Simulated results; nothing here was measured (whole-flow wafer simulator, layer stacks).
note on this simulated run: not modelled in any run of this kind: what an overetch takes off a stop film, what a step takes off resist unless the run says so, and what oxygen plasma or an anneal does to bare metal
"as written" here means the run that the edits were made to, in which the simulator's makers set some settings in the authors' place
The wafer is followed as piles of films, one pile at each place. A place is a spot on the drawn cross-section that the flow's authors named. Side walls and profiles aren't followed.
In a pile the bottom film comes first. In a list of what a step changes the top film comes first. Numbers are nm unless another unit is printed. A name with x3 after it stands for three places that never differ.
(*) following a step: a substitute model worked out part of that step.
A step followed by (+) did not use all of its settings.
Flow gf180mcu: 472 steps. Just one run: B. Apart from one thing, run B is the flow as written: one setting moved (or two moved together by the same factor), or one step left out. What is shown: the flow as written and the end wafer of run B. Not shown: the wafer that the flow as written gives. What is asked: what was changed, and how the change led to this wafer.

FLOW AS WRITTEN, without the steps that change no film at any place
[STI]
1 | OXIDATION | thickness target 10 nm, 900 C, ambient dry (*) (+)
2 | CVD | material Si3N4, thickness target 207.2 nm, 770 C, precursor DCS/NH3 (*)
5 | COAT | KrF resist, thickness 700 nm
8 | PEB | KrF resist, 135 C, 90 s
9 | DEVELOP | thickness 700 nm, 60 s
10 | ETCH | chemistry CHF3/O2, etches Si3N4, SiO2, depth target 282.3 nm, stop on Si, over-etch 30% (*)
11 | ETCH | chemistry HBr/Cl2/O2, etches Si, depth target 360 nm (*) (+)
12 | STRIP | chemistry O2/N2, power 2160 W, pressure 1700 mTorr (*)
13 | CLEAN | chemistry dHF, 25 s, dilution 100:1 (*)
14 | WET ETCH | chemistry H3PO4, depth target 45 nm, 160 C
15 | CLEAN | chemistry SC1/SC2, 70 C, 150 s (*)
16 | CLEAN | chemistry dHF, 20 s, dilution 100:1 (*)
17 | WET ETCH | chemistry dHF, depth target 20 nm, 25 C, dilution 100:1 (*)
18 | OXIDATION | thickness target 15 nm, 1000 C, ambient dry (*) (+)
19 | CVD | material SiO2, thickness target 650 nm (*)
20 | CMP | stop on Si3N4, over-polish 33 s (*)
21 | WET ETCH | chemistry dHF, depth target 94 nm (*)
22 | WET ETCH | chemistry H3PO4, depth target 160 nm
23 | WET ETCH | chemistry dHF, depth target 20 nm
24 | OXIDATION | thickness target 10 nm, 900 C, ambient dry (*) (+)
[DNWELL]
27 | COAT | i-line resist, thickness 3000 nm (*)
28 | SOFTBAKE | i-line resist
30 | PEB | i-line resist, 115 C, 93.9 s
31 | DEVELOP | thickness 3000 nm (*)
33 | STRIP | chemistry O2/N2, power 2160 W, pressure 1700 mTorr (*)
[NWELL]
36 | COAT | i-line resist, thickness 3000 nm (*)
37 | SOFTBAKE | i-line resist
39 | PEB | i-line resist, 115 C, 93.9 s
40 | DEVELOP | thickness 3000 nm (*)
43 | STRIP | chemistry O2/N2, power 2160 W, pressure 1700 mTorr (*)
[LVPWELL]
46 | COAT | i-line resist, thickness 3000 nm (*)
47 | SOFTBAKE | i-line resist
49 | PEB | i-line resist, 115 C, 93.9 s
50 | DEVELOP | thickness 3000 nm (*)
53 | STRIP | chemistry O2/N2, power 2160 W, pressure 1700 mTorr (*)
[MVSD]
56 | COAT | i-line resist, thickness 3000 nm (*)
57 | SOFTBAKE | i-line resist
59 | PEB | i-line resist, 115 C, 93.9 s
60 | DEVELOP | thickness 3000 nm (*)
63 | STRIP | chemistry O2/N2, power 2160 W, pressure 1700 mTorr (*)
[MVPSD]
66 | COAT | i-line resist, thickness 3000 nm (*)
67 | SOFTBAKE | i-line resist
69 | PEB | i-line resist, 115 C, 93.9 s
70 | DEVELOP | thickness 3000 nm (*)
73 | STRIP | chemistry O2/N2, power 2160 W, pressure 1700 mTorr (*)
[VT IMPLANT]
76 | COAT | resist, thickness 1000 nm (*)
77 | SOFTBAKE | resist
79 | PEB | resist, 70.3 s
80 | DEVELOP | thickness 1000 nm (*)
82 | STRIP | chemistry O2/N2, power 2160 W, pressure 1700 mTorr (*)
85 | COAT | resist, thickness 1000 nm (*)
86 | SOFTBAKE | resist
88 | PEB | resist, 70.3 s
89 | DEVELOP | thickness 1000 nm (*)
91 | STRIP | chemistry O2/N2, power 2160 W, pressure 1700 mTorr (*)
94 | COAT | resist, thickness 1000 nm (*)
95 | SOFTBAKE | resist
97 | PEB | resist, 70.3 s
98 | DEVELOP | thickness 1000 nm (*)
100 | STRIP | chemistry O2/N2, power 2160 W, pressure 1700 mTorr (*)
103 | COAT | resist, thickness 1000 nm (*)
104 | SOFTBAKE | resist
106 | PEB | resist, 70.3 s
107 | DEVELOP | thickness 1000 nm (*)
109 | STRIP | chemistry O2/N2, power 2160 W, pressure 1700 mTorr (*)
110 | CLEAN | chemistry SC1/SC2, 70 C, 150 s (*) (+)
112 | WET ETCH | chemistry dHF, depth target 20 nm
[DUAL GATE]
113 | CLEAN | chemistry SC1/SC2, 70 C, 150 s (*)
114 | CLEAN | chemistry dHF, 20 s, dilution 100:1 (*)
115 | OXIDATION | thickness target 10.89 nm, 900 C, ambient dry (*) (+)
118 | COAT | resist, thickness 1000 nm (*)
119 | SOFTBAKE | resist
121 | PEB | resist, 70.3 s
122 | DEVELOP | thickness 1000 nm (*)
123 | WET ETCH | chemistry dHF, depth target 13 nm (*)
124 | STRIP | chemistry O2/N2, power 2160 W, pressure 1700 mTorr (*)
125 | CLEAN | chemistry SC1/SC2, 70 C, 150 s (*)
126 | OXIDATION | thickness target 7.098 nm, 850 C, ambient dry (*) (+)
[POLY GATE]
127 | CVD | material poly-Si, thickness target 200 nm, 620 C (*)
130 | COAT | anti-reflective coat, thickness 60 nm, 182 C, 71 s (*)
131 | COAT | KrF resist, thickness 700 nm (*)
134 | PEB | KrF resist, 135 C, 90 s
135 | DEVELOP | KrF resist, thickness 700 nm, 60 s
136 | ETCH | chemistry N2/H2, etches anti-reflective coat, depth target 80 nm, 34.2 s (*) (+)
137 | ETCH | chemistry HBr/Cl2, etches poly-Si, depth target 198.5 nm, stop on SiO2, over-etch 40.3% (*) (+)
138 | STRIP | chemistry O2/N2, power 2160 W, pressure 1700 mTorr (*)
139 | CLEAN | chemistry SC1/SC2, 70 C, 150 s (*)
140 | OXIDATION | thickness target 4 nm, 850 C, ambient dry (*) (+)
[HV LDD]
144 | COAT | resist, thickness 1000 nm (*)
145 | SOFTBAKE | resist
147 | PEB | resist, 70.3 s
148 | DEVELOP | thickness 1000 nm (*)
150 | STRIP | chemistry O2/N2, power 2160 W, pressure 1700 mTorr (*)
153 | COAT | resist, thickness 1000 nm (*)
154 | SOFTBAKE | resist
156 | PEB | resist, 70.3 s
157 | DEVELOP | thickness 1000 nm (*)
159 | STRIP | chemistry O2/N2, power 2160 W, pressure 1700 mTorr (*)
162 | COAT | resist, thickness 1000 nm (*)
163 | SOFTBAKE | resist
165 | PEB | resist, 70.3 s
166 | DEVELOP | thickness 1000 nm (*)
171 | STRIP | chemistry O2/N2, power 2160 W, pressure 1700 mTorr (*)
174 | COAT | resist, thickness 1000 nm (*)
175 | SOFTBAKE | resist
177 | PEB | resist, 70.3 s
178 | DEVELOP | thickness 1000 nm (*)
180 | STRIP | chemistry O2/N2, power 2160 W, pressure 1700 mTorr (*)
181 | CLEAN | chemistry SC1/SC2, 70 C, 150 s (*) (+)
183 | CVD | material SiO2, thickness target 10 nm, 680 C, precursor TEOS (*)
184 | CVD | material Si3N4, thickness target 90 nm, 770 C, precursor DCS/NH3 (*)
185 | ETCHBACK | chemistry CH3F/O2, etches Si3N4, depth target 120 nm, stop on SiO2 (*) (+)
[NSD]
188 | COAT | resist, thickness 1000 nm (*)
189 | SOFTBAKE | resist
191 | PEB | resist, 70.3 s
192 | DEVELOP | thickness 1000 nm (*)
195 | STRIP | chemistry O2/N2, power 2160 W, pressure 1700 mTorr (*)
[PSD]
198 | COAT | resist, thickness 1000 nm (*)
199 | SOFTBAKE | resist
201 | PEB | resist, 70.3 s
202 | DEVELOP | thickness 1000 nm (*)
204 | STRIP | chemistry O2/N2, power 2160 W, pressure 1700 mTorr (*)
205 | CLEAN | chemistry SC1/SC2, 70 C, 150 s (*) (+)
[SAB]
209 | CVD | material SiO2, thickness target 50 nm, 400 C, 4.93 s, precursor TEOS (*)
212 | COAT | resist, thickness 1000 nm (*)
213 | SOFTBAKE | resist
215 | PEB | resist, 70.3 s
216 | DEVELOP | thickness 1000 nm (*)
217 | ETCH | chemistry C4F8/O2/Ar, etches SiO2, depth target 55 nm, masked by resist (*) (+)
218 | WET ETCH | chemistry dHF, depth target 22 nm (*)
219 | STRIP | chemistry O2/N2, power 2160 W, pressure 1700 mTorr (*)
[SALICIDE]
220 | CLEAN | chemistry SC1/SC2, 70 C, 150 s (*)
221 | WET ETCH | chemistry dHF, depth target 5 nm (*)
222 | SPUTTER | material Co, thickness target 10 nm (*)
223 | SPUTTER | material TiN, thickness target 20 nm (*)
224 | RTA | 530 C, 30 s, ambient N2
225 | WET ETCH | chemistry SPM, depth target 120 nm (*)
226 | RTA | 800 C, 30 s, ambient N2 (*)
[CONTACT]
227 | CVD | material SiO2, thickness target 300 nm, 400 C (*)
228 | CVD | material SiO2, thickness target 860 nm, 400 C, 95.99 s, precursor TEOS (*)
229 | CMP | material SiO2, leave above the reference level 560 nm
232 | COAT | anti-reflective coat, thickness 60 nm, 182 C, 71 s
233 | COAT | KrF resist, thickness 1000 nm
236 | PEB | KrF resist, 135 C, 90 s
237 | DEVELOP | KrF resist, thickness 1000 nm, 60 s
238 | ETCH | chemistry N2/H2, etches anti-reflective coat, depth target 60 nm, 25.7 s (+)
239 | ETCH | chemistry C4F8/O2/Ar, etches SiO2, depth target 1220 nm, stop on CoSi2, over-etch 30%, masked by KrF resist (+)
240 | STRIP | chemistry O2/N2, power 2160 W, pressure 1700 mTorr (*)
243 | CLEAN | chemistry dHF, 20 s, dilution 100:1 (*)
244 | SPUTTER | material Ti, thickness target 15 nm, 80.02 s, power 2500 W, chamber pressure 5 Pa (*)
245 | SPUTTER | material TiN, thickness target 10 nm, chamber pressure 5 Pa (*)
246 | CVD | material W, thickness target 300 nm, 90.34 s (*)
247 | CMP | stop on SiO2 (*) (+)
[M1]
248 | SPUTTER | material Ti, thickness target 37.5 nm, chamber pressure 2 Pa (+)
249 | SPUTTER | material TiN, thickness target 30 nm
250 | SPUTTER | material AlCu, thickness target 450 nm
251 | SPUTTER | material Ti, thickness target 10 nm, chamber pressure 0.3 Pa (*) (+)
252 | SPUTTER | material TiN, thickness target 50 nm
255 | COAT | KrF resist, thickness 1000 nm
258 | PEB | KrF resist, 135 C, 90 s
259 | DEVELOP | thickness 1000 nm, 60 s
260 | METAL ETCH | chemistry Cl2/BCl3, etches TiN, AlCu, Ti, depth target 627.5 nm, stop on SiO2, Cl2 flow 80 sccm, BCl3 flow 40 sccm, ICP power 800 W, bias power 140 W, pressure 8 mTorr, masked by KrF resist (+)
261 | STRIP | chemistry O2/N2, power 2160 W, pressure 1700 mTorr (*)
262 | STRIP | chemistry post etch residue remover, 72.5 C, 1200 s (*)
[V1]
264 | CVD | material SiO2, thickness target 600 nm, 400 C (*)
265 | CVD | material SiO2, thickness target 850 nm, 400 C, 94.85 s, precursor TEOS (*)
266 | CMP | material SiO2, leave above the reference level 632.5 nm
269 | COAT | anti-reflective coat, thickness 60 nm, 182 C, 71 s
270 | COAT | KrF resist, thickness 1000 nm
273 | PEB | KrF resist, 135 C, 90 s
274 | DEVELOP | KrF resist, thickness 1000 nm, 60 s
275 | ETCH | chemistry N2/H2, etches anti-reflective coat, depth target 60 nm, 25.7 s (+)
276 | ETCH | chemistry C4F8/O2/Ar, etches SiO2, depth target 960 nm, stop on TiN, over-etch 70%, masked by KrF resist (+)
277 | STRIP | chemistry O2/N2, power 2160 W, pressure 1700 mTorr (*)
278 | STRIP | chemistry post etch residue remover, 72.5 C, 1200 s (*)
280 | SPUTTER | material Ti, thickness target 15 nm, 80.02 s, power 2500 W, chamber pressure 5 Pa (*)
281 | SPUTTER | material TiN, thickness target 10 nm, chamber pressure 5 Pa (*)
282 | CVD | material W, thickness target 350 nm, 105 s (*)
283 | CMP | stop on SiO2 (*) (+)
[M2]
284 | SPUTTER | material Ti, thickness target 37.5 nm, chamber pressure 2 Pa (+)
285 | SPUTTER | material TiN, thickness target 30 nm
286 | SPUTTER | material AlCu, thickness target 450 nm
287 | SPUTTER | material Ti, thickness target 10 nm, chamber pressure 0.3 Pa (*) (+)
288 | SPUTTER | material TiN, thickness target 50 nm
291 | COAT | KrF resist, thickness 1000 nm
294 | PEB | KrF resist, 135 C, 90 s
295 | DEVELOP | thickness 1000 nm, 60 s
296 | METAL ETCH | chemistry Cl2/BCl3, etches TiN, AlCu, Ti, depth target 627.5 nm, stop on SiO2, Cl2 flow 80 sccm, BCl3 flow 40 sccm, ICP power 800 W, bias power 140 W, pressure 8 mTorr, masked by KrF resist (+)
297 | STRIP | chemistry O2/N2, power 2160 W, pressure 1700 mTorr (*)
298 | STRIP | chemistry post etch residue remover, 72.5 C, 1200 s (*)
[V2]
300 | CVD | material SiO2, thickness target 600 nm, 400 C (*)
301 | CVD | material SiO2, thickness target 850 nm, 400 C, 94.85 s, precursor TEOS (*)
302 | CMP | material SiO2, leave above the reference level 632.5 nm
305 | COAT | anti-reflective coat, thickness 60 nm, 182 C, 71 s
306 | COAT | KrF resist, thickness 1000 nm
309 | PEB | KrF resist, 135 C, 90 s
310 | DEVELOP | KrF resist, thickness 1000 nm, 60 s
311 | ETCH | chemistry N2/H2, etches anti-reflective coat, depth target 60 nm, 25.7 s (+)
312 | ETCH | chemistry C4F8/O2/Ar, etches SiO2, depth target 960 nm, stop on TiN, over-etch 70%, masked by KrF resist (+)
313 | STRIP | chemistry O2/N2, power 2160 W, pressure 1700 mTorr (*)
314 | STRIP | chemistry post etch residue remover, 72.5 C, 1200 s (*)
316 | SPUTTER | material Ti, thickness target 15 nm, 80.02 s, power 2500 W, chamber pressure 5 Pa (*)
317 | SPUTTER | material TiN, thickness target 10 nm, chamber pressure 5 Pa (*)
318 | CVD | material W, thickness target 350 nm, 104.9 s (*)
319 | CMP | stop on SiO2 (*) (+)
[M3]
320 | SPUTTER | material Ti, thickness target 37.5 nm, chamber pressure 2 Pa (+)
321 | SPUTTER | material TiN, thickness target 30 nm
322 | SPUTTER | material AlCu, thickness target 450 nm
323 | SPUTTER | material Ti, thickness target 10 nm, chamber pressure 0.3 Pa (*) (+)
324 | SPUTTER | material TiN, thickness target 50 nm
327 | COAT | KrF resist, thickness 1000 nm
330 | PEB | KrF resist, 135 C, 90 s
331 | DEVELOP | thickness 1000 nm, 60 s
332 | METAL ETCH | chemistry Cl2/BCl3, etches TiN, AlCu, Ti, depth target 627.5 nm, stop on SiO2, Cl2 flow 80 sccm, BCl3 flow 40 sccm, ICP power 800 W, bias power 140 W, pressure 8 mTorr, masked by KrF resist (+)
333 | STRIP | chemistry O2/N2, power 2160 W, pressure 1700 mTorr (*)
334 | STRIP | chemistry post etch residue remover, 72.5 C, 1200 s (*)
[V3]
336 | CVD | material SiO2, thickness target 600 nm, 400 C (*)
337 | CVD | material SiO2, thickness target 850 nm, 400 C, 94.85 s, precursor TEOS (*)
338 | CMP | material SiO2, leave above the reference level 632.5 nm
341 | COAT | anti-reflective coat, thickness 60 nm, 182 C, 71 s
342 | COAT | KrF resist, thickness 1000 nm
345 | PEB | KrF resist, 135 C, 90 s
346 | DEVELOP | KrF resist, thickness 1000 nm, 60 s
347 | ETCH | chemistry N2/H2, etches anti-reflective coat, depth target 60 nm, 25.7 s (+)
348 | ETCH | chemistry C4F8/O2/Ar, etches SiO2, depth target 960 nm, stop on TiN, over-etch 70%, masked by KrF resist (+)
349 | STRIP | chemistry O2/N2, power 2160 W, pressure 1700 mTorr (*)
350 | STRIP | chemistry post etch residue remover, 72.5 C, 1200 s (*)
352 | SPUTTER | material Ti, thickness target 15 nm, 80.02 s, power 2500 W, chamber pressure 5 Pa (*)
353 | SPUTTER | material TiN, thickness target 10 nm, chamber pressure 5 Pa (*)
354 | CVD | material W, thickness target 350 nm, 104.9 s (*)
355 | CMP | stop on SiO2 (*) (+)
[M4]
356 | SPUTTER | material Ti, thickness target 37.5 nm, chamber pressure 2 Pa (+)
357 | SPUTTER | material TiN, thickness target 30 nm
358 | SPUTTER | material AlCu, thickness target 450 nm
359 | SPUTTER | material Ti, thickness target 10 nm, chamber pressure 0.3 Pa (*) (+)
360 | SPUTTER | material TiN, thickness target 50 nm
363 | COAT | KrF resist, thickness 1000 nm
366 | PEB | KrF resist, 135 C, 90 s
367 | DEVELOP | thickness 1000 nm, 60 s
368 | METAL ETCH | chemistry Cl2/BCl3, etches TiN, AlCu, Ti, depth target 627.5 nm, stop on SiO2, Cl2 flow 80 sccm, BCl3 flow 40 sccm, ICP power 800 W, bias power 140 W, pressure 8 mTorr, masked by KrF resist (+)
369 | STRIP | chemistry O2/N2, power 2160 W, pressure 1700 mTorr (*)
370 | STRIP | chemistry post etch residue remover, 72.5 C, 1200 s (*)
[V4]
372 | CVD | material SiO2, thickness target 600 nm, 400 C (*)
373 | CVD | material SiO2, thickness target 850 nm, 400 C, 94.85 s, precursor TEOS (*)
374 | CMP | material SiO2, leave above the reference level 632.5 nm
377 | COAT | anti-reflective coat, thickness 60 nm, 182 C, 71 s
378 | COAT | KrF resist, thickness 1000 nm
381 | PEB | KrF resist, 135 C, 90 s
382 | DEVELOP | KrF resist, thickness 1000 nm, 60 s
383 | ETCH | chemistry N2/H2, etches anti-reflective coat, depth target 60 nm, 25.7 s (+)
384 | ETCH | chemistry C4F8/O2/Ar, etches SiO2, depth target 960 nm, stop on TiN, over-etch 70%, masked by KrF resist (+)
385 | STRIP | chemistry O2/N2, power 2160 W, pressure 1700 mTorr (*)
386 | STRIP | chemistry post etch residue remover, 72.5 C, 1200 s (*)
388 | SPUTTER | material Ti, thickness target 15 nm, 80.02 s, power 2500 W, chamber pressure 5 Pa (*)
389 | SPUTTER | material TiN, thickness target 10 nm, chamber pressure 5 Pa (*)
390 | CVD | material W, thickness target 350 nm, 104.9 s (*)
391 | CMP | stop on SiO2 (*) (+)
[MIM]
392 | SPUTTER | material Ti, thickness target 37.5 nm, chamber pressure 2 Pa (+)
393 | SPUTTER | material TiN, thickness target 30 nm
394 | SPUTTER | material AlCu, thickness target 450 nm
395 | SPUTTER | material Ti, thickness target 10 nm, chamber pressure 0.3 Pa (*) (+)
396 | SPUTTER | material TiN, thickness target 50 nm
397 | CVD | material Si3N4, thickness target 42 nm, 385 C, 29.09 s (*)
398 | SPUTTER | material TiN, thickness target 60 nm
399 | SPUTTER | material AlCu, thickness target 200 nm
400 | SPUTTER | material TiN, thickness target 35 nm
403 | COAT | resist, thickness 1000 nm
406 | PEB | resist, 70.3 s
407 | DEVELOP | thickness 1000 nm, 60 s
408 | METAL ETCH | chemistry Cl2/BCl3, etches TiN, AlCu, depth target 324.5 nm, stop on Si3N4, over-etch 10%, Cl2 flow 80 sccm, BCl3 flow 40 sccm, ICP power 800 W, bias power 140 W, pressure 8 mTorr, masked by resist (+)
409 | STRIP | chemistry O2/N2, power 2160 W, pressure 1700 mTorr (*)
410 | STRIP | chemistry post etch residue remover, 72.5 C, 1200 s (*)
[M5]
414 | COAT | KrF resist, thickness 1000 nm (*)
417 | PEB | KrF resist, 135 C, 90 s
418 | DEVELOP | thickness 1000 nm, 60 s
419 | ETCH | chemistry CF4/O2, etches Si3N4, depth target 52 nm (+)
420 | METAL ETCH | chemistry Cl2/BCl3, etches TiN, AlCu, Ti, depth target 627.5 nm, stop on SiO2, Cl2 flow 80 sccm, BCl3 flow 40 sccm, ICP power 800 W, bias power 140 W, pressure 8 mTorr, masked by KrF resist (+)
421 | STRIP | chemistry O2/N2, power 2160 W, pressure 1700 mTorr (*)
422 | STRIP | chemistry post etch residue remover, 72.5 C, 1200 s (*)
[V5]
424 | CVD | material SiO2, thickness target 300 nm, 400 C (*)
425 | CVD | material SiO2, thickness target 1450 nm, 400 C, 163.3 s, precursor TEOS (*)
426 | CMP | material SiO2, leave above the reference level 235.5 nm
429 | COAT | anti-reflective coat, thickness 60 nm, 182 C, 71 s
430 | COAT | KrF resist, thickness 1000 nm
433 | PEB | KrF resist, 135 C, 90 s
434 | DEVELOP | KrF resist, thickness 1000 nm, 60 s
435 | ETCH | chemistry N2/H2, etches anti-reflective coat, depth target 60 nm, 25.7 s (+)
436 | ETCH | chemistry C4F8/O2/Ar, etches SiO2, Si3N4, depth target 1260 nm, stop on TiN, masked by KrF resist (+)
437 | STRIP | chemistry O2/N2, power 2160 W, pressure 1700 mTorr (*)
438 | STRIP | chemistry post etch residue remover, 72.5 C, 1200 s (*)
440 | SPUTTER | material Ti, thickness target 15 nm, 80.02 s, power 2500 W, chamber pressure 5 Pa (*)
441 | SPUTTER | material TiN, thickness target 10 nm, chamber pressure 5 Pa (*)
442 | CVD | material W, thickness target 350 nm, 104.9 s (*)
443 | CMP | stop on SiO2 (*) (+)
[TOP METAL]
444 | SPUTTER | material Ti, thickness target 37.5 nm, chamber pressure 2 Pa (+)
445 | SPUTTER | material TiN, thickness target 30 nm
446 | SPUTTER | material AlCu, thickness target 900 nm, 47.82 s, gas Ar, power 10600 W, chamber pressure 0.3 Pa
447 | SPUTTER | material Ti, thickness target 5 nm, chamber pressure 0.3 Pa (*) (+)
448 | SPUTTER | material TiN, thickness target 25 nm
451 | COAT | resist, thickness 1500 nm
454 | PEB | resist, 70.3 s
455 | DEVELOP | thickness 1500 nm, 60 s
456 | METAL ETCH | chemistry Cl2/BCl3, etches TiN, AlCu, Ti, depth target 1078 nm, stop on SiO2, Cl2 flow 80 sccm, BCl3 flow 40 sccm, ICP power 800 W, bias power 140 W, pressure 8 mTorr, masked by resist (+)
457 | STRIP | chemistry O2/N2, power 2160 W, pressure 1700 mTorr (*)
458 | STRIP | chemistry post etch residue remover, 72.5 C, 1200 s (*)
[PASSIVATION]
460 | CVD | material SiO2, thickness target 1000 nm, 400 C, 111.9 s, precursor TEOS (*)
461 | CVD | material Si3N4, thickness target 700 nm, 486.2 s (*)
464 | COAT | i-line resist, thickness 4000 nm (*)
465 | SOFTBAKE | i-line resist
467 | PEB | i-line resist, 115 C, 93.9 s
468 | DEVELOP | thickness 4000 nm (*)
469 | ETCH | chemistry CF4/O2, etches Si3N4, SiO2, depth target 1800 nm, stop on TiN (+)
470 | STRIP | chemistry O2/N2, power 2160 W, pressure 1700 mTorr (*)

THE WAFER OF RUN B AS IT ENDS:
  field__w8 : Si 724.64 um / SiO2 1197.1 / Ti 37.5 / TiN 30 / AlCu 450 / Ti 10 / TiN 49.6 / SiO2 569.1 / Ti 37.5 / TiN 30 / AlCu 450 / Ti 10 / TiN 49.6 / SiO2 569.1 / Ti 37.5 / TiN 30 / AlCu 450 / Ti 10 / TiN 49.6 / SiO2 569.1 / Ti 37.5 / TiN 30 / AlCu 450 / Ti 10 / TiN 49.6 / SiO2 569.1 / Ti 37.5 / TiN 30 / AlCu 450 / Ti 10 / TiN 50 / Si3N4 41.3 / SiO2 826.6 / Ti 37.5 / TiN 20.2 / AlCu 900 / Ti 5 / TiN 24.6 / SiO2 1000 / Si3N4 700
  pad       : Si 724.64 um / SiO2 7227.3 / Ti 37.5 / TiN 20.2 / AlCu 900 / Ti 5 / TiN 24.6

Cause: step 445, SPUTTER: thickness target 20.2 nm was run, while the flow as written has thickness target 30 nm.
The wafer lets one read it off: field__w8 has TiN 20.2, and step 445 as written asks for 30 nm.

How this came from the change, step by step:
  445 | SPUTTER | material TiN, thickness target 30 nm
      field, field__w1, field__w2 and 109 more: +20.2 TiN (new film) (as written it would have been: +30 TiN (new film))
  456 | METAL ETCH | chemistry Cl2/BCl3, etches TiN, AlCu, Ti, depth target 1078 nm, stop on SiO2, Cl2 flow 80 sccm, BCl3 flow 40 sccm, ICP power 800 W, bias power 140 W, pressure 8 mTorr, masked by resist (+)
      field, field__w1, field__w2 and 103 more: -25 TiN (all of it), -5 Ti (all of it), -900 AlCu (all of it), -20.2 TiN (all of it), -37.5 Ti (all of it) (as written it would have been: -25 TiN (all of it), -5 Ti (all of it), -900 AlCu (all of it), -30 TiN (all of it), -37.5 Ti (all of it))
